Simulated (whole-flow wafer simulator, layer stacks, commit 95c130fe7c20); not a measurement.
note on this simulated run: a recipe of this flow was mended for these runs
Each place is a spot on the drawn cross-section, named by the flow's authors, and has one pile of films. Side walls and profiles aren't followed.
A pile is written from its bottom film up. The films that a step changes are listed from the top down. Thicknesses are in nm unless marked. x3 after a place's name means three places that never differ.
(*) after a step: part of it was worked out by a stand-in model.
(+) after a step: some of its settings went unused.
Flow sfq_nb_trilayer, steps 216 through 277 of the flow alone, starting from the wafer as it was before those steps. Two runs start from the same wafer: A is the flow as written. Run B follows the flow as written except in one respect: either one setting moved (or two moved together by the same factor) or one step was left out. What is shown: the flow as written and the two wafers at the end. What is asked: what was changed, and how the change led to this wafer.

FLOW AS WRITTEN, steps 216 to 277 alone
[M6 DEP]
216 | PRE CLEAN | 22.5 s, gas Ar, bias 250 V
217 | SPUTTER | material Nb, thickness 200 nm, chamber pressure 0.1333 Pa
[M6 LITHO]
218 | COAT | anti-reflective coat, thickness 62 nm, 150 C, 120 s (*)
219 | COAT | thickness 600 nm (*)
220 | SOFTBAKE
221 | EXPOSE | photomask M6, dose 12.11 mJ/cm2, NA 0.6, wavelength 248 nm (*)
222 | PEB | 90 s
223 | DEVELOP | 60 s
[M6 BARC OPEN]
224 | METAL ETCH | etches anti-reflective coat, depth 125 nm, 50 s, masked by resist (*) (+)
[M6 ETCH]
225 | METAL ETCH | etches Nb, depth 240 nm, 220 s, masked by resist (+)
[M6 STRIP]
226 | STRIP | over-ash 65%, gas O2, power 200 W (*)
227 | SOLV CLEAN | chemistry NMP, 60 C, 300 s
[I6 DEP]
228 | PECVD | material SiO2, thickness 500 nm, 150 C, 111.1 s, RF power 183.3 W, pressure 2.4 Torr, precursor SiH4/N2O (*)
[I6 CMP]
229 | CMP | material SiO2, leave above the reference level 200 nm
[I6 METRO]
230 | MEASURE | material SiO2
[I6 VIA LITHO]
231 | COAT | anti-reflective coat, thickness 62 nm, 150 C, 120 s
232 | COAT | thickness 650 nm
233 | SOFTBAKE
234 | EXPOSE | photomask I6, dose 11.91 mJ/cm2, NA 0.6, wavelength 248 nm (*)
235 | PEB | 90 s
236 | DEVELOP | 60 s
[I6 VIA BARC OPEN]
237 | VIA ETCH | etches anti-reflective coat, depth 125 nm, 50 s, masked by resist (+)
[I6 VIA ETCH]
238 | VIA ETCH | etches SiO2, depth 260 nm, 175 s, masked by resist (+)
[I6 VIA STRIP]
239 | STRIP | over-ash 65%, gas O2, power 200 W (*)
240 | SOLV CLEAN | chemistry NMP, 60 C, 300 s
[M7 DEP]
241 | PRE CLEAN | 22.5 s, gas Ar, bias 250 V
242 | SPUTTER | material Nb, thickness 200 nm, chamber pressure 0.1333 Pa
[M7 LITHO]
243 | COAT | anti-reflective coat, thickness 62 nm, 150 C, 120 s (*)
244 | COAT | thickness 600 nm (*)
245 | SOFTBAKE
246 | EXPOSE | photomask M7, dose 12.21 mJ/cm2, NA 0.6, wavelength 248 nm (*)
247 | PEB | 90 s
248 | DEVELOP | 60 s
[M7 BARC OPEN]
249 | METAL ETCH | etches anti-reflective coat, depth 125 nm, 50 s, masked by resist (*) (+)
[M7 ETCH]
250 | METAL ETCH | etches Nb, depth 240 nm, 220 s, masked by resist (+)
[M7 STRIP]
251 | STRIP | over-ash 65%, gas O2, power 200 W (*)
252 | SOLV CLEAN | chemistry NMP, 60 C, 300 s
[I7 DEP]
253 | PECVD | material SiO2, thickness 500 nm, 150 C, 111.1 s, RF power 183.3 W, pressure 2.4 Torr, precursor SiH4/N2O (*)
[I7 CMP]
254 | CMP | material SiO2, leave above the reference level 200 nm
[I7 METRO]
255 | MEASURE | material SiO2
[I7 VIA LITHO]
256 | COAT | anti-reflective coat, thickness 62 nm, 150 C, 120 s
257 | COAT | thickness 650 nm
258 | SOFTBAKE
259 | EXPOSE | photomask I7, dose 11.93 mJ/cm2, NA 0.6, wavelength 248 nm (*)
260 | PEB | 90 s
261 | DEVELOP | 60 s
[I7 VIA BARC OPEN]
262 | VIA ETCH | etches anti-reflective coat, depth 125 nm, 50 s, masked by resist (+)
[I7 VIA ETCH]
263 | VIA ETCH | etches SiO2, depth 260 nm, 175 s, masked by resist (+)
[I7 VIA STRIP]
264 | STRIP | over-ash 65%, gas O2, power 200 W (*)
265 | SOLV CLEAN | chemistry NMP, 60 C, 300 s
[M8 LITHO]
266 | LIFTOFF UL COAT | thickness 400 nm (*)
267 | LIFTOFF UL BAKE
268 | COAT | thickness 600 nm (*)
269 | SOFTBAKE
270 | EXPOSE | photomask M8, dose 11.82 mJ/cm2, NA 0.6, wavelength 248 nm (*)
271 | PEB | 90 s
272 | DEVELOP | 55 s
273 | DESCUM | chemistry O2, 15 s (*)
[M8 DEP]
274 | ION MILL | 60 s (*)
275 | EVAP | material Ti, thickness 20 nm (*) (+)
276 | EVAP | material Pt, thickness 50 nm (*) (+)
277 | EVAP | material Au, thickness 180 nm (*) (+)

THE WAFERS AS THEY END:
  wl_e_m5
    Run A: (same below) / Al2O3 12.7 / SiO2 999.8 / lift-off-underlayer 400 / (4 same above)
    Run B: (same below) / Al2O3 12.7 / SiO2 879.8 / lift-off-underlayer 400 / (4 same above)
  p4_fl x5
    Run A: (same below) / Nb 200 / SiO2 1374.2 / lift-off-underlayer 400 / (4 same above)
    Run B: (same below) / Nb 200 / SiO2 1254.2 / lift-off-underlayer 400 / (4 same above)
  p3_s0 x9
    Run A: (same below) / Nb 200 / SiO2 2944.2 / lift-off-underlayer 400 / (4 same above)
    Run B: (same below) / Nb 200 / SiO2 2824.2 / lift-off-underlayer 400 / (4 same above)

Cause: step 217, SPUTTER: thickness 80 nm was run, though the flow has thickness 200 nm.

The path from the change to this, step by step:
  217 | SPUTTER | material Nb, thickness 200 nm, chamber pressure 0.1333 Pa
      field_l, v_sur, via_wl and 100 more: A Nb gains 200 (new film) | B Nb gains 80 (new film)
      be: A Nb gains 145.8 | B Nb gains 58.8
      (and at 2 other places as well)
  218 | COAT | anti-reflective coat, thickness 62 nm, 150 C, 120 s (*)
      r5r_line_l, r5r_line_c, r5r_line_r: A anti-reflective coat gains 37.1 (new film) | B anti-reflective coat gains 36 (new film)
      wire: A anti-reflective coat gains 33.4 (new film) | B anti-reflective coat gains 32.1 (new film)
      (and at 6 other places as well)
  219 | COAT | thickness 600 nm (*)
      be: A KrF-resist-other-grade gains 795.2 (new film) | B KrF-resist-other-grade gains 776.5 (new film)
  224 | METAL ETCH | etches anti-reflective coat, depth 125 nm, 50 s, masked by resist (*) (+)
      r5r_line_l, r5r_line_c, r5r_line_r: A anti-reflective coat loses 37.1 (all of it) | B anti-reflective coat loses 36 (all of it)
      gap: A anti-reflective coat loses 61.1 (all of it) | B anti-reflective coat loses 59.8 (all of it)
  225 | METAL ETCH | etches Nb, depth 240 nm, 220 s, masked by resist (+)
      field_l, gap, moat and 76 more: A Nb loses 200 (all of it), SiO2 loses 4 | B Nb loses 80 (all of it), SiO2 loses 16
  226 | STRIP | over-ash 65%, gas O2, power 200 W (*)
      wire: A KrF-resist-other-grade loses 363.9 (all of it), anti-reflective coat loses 33.4 (all of it) | B KrF-resist-other-grade loses 367.8 (all of it), anti-reflective coat loses 32.1 (all of it)
      be: A KrF-resist-other-grade loses 559.4 (all of it), anti-reflective coat loses 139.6 (all of it) | B KrF-resist-other-grade loses 540.6 (all of it), anti-reflective coat loses 130.1 (all of it)
      (and at 4 other places as well)
  228 | PECVD | material SiO2, thickness 500 nm, 150 C, 111.1 s, RF power 183.3 W, pressure 2.4 Torr, precursor SiH4/N2O (*)
      gap, wl_a_sl, m6r_space_l x2: A SiO2 gains 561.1 | B SiO2 gains 500
      be: A SiO2 gains 702 (new film) | B SiO2 gains 654.8 (new film)
  229 | CMP | material SiO2, leave above the reference level 200 nm
      field_l, p4_fl x5, p4_w1 x9 and 47 more: A SiO2 loses 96 | B SiO2 loses 204
      moat, field_r, lsp_l, ln_m5, lsp_m: A SiO2 loses 89.5 | B SiO2 loses 204
      (and at 13 other places as well)
